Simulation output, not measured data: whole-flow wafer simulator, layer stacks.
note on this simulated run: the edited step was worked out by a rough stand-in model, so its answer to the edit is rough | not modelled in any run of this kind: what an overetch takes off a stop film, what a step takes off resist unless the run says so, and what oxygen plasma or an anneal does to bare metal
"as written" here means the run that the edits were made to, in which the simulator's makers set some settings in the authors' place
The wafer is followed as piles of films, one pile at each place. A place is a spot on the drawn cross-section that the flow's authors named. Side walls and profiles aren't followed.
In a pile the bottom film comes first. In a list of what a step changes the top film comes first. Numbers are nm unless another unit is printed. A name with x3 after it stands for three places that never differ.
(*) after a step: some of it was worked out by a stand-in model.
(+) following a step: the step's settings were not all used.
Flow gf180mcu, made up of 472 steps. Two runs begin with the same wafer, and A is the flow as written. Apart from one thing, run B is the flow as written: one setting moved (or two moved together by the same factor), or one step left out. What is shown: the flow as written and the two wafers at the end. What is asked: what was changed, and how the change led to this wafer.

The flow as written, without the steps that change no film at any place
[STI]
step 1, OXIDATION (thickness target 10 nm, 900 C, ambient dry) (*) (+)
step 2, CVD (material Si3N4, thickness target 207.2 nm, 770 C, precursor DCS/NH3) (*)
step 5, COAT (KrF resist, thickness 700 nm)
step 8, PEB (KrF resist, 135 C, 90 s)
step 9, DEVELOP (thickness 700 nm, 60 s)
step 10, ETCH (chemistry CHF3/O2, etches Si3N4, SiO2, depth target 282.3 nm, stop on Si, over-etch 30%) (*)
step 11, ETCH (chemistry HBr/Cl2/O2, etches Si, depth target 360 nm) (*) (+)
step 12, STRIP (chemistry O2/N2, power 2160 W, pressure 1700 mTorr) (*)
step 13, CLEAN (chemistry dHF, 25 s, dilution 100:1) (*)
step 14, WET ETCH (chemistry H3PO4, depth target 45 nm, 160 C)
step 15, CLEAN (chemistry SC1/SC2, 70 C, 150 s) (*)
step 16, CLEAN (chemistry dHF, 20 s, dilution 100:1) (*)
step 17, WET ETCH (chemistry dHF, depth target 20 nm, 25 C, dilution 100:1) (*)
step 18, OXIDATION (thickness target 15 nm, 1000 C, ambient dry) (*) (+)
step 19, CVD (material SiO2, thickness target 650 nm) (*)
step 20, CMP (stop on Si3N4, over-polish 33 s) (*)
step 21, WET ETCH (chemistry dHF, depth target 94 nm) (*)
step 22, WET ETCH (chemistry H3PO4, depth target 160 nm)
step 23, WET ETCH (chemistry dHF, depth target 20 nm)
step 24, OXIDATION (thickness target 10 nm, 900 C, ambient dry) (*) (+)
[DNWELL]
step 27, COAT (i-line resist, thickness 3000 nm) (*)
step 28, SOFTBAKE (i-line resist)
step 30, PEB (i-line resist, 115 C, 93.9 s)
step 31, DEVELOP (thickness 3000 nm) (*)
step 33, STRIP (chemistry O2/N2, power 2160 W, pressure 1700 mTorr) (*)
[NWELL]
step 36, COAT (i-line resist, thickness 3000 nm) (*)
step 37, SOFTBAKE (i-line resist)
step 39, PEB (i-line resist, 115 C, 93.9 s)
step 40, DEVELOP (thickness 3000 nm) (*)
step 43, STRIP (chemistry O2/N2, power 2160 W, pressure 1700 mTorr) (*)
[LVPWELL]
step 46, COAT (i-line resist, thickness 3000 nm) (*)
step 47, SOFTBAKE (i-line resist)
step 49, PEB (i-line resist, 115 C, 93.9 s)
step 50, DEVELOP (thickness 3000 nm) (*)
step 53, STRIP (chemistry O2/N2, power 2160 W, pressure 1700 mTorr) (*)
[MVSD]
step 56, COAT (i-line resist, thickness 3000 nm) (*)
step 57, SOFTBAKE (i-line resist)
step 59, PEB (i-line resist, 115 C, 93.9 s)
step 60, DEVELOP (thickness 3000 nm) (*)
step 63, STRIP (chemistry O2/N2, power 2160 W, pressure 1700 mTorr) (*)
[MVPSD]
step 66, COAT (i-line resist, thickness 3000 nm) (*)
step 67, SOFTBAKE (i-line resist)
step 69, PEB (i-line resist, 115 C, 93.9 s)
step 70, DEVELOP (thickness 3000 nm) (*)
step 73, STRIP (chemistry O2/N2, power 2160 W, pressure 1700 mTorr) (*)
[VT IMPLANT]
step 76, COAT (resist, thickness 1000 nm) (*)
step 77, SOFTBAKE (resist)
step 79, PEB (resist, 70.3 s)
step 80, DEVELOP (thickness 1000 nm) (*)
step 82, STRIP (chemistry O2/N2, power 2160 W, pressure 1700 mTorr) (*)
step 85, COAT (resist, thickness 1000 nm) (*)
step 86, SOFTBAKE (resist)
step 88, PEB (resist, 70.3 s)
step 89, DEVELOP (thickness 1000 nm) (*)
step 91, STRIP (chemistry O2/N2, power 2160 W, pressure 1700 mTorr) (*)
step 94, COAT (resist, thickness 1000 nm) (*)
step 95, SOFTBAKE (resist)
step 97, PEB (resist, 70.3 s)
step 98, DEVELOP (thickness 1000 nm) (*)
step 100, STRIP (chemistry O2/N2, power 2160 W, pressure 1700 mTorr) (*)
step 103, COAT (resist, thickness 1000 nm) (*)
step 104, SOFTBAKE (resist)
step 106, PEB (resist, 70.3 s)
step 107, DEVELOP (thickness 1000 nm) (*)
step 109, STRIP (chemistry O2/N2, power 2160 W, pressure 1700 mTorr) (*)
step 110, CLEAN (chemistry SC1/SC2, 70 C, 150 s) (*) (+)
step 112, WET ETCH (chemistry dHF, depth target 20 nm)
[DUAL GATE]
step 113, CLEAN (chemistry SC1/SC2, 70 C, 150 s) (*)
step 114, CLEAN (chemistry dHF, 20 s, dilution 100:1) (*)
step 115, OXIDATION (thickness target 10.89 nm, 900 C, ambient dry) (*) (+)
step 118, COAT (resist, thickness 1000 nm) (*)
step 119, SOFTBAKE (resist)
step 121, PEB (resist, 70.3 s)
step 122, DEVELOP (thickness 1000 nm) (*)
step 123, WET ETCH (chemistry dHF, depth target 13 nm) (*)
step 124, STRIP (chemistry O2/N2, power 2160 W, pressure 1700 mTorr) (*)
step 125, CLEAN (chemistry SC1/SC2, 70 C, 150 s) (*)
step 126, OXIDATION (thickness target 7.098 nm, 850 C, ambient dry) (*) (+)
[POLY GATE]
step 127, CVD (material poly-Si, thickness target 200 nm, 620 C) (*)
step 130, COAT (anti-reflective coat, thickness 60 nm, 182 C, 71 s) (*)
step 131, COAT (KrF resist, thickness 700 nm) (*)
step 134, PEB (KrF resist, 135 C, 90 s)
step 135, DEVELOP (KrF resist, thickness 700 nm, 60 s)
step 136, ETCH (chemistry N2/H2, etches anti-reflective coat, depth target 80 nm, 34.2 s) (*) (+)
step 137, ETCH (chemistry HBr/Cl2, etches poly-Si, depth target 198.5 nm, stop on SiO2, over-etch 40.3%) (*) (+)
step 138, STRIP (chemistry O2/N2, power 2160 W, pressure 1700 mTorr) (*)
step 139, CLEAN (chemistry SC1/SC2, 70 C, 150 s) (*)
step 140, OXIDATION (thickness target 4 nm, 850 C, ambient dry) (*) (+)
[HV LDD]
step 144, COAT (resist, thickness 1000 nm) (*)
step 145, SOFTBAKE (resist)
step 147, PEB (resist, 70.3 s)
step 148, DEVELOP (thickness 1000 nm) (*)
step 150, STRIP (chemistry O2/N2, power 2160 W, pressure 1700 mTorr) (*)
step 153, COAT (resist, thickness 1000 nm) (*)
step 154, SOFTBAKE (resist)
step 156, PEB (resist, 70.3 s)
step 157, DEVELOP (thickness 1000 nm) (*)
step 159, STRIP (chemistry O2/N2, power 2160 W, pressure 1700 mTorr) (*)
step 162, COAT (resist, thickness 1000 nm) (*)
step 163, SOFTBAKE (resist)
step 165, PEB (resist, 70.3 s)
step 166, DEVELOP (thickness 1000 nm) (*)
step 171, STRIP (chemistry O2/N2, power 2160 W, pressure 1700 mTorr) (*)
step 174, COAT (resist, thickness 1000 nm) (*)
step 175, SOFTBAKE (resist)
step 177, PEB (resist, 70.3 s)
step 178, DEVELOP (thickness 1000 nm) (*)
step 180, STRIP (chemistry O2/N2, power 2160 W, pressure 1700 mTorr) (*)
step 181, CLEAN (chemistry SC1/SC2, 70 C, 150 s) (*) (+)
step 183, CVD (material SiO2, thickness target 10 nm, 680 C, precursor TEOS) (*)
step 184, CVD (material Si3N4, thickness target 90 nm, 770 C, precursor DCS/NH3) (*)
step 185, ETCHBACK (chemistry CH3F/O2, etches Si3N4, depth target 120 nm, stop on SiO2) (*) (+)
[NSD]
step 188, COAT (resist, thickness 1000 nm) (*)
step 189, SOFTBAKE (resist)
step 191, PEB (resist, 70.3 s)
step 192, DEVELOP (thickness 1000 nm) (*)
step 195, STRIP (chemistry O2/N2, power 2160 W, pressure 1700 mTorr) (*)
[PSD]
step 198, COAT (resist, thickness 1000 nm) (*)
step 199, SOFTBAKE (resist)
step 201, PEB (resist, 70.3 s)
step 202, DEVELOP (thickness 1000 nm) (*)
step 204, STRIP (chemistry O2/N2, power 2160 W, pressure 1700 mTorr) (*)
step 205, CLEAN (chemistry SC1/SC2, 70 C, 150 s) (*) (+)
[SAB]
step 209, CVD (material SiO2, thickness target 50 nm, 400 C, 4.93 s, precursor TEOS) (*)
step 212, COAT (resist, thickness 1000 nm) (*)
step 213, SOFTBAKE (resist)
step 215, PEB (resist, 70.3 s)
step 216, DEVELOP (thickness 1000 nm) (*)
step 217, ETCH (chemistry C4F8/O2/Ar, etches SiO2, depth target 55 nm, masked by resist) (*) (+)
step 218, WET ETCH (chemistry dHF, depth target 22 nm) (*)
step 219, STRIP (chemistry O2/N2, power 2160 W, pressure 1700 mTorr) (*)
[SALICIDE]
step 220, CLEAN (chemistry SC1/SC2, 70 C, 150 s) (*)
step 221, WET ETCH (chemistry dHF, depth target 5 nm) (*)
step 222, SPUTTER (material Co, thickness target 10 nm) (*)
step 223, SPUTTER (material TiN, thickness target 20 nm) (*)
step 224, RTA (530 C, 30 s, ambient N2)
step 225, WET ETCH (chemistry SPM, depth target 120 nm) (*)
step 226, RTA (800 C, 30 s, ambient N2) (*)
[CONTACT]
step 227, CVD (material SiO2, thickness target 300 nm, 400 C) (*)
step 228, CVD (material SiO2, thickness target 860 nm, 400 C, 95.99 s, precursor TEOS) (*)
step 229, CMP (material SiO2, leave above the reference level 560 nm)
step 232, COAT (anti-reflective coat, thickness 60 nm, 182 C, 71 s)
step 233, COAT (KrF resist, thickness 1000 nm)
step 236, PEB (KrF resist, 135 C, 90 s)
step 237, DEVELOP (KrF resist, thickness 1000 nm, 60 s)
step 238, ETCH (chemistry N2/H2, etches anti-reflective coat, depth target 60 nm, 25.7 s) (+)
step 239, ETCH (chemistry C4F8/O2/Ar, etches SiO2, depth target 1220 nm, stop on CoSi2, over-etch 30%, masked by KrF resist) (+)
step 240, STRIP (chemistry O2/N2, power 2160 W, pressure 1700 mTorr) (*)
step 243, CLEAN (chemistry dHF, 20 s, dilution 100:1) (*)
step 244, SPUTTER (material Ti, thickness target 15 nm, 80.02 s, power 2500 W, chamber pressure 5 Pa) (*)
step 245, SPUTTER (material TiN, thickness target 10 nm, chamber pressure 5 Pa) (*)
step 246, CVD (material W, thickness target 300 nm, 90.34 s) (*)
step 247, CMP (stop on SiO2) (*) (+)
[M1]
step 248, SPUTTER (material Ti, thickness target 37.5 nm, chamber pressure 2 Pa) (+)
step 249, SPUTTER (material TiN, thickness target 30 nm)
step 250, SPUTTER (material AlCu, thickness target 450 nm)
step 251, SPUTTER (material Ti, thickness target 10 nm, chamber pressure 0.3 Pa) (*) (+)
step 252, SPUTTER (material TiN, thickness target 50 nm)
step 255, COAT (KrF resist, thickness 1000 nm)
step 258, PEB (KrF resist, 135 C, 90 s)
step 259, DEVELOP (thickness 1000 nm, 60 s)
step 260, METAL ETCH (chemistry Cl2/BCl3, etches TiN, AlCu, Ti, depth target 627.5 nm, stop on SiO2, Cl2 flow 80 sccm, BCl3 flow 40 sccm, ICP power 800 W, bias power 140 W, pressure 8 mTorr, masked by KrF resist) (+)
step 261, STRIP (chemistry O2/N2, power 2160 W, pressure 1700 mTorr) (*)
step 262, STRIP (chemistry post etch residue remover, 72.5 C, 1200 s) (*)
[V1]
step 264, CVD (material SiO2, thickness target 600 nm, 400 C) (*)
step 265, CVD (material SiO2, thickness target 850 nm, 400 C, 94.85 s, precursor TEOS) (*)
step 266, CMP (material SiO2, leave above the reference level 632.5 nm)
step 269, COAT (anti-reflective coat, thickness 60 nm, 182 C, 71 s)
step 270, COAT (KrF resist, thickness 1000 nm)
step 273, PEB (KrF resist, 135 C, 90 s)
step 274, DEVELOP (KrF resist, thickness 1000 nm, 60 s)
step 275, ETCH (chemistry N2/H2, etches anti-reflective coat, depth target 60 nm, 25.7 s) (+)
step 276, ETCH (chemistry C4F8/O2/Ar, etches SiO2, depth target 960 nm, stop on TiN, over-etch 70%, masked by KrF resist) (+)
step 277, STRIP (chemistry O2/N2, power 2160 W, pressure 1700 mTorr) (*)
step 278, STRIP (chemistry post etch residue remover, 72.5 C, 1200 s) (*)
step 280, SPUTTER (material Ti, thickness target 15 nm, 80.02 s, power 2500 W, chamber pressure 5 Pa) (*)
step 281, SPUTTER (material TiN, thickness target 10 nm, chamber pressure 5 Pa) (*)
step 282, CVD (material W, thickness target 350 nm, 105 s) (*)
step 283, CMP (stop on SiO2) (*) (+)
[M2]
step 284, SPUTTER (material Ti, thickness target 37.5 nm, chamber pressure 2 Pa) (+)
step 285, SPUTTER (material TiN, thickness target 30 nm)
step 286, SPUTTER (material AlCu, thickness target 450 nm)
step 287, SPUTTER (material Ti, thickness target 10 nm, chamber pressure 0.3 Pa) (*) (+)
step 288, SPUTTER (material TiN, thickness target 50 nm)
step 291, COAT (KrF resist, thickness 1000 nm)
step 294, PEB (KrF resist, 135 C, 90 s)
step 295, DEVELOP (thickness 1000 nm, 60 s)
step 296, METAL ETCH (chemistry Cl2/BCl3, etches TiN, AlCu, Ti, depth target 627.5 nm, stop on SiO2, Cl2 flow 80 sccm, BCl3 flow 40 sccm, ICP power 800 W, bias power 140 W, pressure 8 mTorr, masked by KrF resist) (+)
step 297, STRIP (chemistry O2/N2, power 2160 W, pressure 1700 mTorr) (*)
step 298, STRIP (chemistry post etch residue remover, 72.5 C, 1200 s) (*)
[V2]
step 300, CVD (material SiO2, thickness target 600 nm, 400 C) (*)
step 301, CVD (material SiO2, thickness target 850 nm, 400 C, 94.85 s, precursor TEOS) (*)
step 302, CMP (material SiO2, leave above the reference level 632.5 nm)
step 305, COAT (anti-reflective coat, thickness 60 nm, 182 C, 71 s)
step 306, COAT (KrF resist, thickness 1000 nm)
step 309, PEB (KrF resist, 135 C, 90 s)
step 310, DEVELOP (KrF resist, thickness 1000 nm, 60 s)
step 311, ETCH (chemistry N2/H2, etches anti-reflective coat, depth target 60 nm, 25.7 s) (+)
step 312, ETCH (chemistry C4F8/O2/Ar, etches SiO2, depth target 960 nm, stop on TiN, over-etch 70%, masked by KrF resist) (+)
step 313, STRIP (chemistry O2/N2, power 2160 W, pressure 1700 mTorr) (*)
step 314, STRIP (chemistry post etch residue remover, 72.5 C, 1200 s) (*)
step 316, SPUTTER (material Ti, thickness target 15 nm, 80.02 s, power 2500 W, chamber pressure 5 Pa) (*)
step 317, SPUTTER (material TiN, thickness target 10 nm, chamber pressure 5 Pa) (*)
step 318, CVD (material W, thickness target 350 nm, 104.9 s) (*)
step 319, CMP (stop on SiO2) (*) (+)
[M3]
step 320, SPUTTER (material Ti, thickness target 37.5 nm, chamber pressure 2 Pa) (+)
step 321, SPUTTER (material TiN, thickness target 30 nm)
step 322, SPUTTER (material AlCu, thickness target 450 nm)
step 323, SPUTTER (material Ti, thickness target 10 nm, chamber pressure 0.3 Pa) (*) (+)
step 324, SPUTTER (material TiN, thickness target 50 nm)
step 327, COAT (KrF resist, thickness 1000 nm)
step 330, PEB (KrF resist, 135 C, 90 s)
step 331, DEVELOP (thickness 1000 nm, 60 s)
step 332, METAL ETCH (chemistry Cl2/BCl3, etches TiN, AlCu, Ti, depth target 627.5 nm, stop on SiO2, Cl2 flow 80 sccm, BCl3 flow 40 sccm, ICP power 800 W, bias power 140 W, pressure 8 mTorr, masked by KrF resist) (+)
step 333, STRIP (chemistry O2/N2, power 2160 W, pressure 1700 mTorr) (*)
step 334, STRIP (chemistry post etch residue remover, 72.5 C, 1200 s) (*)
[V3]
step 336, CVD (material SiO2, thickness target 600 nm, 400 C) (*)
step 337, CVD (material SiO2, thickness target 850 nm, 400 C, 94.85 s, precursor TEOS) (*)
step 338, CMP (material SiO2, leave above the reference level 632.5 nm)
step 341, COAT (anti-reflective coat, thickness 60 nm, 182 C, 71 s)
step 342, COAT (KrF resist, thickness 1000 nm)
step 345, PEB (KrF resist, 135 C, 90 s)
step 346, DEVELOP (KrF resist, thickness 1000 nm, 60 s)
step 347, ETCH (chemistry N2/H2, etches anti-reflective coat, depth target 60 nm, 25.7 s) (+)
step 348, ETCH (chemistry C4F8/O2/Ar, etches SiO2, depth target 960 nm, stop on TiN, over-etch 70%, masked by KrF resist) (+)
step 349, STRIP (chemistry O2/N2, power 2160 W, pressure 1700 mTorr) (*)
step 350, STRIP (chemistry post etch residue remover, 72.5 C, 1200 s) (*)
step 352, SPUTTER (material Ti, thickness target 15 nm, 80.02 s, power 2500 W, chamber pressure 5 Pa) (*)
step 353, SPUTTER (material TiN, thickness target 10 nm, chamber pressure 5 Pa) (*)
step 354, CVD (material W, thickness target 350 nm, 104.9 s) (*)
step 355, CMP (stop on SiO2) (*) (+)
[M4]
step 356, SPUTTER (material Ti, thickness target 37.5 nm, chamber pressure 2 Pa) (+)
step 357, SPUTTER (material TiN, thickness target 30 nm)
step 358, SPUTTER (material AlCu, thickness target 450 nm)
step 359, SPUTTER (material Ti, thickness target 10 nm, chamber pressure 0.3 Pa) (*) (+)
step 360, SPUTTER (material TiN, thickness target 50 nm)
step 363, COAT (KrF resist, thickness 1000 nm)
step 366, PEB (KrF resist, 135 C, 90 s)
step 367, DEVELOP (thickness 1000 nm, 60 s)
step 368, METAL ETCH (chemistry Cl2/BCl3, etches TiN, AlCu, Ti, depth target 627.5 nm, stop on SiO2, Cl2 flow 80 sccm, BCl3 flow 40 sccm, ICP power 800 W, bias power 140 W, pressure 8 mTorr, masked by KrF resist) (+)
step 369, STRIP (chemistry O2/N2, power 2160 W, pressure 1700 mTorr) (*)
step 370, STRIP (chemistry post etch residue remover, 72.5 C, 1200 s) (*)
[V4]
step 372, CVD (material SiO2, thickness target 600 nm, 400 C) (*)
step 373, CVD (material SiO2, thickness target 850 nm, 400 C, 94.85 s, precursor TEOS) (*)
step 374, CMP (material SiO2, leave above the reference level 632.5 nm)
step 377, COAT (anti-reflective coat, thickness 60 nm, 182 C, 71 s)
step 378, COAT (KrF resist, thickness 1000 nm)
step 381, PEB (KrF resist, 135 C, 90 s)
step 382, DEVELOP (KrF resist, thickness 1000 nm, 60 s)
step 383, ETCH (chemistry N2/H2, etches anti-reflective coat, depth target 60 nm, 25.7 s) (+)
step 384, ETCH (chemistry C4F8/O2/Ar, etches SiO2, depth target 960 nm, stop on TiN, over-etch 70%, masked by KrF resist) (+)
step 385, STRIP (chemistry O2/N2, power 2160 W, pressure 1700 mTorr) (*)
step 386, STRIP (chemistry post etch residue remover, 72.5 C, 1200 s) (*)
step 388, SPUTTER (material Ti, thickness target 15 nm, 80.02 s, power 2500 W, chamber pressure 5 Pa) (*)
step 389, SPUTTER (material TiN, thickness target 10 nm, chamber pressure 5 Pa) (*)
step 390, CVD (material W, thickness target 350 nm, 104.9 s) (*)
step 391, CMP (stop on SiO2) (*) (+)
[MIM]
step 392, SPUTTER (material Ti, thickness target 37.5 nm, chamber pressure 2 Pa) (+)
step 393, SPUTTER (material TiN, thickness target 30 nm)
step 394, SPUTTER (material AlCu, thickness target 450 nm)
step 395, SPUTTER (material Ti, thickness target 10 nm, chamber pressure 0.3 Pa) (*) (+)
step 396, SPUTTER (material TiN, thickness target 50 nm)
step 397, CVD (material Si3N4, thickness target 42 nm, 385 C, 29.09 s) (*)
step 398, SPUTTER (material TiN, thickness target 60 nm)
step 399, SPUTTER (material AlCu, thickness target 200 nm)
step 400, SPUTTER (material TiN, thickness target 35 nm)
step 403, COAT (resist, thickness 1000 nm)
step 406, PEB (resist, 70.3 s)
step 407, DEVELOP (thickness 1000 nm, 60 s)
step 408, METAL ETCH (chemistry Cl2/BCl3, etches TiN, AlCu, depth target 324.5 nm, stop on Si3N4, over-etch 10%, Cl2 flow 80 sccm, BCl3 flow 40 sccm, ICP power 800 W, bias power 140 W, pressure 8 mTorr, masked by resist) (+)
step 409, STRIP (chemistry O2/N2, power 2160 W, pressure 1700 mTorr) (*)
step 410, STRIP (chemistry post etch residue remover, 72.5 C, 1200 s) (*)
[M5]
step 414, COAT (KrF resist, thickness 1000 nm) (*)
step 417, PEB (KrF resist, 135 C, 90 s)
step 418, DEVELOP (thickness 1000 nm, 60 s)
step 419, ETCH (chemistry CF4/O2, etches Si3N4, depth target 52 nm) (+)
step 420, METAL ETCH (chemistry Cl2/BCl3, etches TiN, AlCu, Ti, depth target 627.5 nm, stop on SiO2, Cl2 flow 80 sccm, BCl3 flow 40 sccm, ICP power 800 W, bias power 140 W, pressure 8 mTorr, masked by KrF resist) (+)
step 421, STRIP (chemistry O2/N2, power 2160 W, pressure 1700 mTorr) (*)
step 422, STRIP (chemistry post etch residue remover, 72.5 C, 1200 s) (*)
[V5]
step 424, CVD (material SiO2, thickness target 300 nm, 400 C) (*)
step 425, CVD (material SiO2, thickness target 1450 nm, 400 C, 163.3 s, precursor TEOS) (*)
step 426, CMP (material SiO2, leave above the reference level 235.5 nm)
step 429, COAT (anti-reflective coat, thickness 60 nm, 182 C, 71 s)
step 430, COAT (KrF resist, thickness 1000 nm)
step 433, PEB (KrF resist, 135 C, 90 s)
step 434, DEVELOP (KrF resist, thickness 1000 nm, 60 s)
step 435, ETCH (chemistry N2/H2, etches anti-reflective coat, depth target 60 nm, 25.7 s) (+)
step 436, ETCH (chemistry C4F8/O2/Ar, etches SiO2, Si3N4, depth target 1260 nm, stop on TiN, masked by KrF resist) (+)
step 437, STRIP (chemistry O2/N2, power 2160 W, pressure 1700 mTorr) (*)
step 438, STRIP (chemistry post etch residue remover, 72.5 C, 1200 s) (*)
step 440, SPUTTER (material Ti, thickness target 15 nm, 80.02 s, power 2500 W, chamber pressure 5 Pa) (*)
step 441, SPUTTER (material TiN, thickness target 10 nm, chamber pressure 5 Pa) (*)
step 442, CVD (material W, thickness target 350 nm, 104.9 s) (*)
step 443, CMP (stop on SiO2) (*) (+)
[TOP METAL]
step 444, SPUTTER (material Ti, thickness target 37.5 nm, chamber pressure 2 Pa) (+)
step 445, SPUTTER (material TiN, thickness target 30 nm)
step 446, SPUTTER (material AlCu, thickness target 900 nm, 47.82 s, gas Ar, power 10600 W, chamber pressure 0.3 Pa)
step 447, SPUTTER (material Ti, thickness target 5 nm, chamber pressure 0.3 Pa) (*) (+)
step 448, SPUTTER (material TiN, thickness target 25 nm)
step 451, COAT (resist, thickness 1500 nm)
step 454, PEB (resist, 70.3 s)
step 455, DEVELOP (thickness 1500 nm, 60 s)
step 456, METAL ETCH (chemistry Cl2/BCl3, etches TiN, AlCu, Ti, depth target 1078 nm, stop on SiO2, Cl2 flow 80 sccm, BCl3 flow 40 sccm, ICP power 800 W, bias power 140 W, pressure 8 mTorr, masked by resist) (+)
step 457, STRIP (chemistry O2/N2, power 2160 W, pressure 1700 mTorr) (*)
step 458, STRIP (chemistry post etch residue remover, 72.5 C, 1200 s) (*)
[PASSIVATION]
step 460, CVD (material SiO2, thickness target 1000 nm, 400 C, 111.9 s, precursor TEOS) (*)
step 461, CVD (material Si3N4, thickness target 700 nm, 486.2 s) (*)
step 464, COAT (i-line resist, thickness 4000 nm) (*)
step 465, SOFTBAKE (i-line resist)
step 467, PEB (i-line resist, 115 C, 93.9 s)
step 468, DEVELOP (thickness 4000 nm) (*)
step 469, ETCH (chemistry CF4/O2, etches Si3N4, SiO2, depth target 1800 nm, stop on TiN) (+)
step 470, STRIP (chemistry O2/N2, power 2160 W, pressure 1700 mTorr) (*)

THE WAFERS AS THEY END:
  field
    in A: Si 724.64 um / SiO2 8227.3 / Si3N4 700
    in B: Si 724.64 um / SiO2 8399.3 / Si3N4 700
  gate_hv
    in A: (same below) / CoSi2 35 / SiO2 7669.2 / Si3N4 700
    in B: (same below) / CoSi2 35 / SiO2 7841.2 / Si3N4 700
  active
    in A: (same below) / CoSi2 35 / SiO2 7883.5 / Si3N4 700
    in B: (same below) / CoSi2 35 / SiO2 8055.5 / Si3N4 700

Cause: step 227, CVD: thickness target 472 nm was run, whereas the flow has thickness target 300 nm.

The path from the change to this, step by step:
  step 227, CVD (material SiO2, thickness target 300 nm, 400 C) (*)
      field, field__w1, field__w2 and 57 more: A +300 SiO2 | B +472 SiO2
      active, p_well, gate and 46 more: A +300 SiO2 (new film) | B +472 SiO2 (new film)
      (also at 2 further places)
  step 228, CVD (material SiO2, thickness target 860 nm, 400 C, 95.99 s, precursor TEOS) (*)
      ld_drift_p: A +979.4 SiO2 | B +935.9 SiO2
      ld_drn_p: A +983.8 SiO2 | B +935.9 SiO2
  step 239, ETCH (chemistry C4F8/O2/Ar, etches SiO2, depth target 1220 nm, stop on CoSi2, over-etch 30%, masked by KrF resist) (+)
      field, field__w1, field__w2 and 105 more: A -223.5 KrF resist | B -244 KrF resist
      polyc_n, polyc_p: A -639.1 SiO2 (all of it) | B -811.1 SiO2 (all of it)
      (also at 1 further place)
  step 240, STRIP (chemistry O2/N2, power 2160 W, pressure 1700 mTorr) (*)
      field, field__w1, field__w2 and 105 more: A -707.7 KrF resist (all of it), -60 anti-reflective coat (all of it) | B -687.2 KrF resist (all of it), -60 anti-reflective coat (all of it)
  step 244, SPUTTER (material Ti, thickness target 15 nm, 80.02 s, power 2500 W, chamber pressure 5 Pa) (*)
      contact: A +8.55 Ti (new film) | B +7.74 Ti (new film)
  step 245, SPUTTER (material TiN, thickness target 10 nm, chamber pressure 5 Pa) (*)
      contact: A +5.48 TiN (new film) | B +4.97 TiN (new film)
  step 246, CVD (material W, thickness target 300 nm, 90.34 s) (*)
      polyc_n, polyc_p: A +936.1 W (new film) | B +1108.1 W (new film)
      contact: A +1167.5 W (new film) | B +1340.8 W (new film)
